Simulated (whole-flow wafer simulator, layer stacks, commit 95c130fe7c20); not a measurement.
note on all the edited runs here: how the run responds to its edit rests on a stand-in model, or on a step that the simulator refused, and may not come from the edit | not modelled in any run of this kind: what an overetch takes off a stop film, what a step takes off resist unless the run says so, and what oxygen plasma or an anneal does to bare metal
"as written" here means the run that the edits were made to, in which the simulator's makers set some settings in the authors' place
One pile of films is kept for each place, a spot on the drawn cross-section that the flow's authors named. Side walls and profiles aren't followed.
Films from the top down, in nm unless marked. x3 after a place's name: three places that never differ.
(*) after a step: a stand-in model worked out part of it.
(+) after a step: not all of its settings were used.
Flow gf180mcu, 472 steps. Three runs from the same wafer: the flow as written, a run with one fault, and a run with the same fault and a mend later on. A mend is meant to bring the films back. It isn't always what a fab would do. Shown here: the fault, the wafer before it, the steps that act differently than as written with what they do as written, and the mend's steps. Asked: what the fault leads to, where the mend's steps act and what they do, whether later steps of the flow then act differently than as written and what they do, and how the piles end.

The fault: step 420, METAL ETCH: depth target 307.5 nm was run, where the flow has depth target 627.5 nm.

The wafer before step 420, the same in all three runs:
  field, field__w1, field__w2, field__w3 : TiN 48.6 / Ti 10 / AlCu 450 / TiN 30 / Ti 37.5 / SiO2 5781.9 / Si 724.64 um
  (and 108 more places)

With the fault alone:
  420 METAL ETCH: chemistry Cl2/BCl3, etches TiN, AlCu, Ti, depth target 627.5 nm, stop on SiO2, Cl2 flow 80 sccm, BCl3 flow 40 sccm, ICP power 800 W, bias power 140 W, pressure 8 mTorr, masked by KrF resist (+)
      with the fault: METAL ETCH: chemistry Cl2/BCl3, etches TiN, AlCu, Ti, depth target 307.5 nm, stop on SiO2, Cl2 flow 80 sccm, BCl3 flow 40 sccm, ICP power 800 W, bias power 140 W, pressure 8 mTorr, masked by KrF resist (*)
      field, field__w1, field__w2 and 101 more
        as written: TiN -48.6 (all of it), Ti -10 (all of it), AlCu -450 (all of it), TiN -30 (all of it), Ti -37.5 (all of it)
        with the fault: TiN -48.6 (all of it), Ti -10 (all of it), AlCu -248.9
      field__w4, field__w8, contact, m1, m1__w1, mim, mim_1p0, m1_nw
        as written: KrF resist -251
        with the fault: KrF resist -123
  Later steps of the flow that act differently than as written (1 more step differs only slightly, by at most 2% or 0.5 nm, whichever is larger, and isn't shown):
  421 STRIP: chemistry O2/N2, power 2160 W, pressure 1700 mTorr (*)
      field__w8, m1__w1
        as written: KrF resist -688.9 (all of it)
        with the fault: KrF resist -816.9 (all of it)
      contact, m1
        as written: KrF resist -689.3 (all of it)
        with the fault: KrF resist -817.3 (all of it)
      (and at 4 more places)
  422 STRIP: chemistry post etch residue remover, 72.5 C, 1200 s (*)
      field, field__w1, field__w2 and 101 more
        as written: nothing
        with the fault: AlCu -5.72
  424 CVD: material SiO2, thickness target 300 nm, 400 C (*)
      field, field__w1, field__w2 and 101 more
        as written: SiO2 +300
        with the fault: SiO2 +300 (new film)
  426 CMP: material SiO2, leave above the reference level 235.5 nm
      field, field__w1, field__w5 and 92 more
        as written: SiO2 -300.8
        with the fault: SiO2 -563.7
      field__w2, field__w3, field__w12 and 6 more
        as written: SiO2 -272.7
        with the fault: SiO2 -547.5
  At the end the piles differ from the flow's by more than 2% or 0.5 nm, whichever is larger, at field, field__w1, field__w2 and 101 more.
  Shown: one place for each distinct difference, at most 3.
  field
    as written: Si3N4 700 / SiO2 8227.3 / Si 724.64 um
    with the fault: Si3N4 700 / SiO2 2182.5 / AlCu 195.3 / TiN 30 / Ti 37.5 / SiO2 5781.9 / Si 724.64 um
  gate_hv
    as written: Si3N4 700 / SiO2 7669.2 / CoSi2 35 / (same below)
    with the fault: Si3N4 700 / SiO2 2182.5 / AlCu 195.3 / TiN 30 / Ti 37.5 / SiO2 5223.8 / CoSi2 35 / (same below)
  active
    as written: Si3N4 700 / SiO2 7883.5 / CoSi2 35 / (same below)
    with the fault: Si3N4 700 / SiO2 2182.5 / AlCu 195.3 / TiN 30 / Ti 37.5 / SiO2 5438.1 / CoSi2 35 / (same below)

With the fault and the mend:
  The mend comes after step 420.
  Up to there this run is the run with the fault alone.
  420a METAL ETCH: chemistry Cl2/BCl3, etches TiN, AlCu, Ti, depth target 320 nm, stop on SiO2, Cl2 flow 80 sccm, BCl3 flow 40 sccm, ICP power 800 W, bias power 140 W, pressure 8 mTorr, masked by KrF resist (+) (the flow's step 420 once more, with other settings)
      field, field__w1, field__w2 and 101 more
        AlCu -201.1 (all of it), TiN -30 (all of it), Ti -37.5 (all of it)
      field__w4, field__w8, contact, m1, m1__w1, mim, mim_1p0, m1_nw
        KrF resist -128
  No later step of the flow acts differently than as written at any place that is followed.
  At the end the piles are the same as the flow's at every place that both follow.
